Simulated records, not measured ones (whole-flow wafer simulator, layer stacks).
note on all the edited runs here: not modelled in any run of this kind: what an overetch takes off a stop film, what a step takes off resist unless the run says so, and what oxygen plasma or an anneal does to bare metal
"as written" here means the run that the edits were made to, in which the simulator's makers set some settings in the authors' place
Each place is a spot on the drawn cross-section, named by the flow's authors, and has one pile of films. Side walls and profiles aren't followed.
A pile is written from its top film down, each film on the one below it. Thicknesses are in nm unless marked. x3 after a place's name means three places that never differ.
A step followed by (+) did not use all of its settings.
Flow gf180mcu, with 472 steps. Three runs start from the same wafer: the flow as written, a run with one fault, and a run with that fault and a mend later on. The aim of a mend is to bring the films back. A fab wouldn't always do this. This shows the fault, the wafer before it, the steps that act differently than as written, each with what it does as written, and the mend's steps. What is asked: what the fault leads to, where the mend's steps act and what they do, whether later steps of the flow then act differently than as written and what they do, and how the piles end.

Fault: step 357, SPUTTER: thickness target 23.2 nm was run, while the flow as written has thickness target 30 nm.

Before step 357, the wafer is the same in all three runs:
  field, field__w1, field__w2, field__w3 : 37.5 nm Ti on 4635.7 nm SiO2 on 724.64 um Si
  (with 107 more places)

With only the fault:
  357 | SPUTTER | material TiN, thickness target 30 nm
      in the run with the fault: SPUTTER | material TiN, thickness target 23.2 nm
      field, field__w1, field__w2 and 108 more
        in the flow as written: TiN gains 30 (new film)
        in the run with the fault: TiN gains 23.2 (new film)
  Steps further on in the flow that do not act as written:
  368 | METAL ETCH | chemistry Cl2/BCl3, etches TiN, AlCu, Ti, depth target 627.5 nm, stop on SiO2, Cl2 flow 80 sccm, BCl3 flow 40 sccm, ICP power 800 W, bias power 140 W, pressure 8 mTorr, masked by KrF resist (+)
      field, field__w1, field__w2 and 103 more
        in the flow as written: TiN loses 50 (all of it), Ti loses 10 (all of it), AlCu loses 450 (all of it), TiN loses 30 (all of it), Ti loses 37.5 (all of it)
        in the run with the fault: TiN loses 50 (all of it), Ti loses 10 (all of it), AlCu loses 450 (all of it), TiN loses 23.2 (all of it), Ti loses 37.5 (all of it)
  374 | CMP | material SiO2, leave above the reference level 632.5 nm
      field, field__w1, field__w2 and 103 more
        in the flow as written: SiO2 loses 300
        in the run with the fault: SiO2 loses 306.8
  By the end, the piles at field__w8, contact, m1, m1__w1, m1_nw depart from the flow's by more than 2% or 0.5 nm, whichever is larger.
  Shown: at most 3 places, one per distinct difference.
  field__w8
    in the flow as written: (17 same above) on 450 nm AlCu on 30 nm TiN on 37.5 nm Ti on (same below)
    in the run with the fault: (17 same above) on 450 nm AlCu on 23.2 nm TiN on 37.5 nm Ti on (same below)
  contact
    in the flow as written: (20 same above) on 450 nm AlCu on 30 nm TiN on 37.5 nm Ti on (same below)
    in the run with the fault: (20 same above) on 450 nm AlCu on 23.2 nm TiN on 37.5 nm Ti on (same below)

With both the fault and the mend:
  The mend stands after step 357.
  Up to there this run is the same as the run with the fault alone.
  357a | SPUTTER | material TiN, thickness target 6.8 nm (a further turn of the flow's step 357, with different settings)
      field, field__w1, field__w2 and 108 more
        TiN gains 6.8
  Every later step of the flow that is run acts as written at every place that is followed.
  The piles end the same as the flow's at every place that both follow.
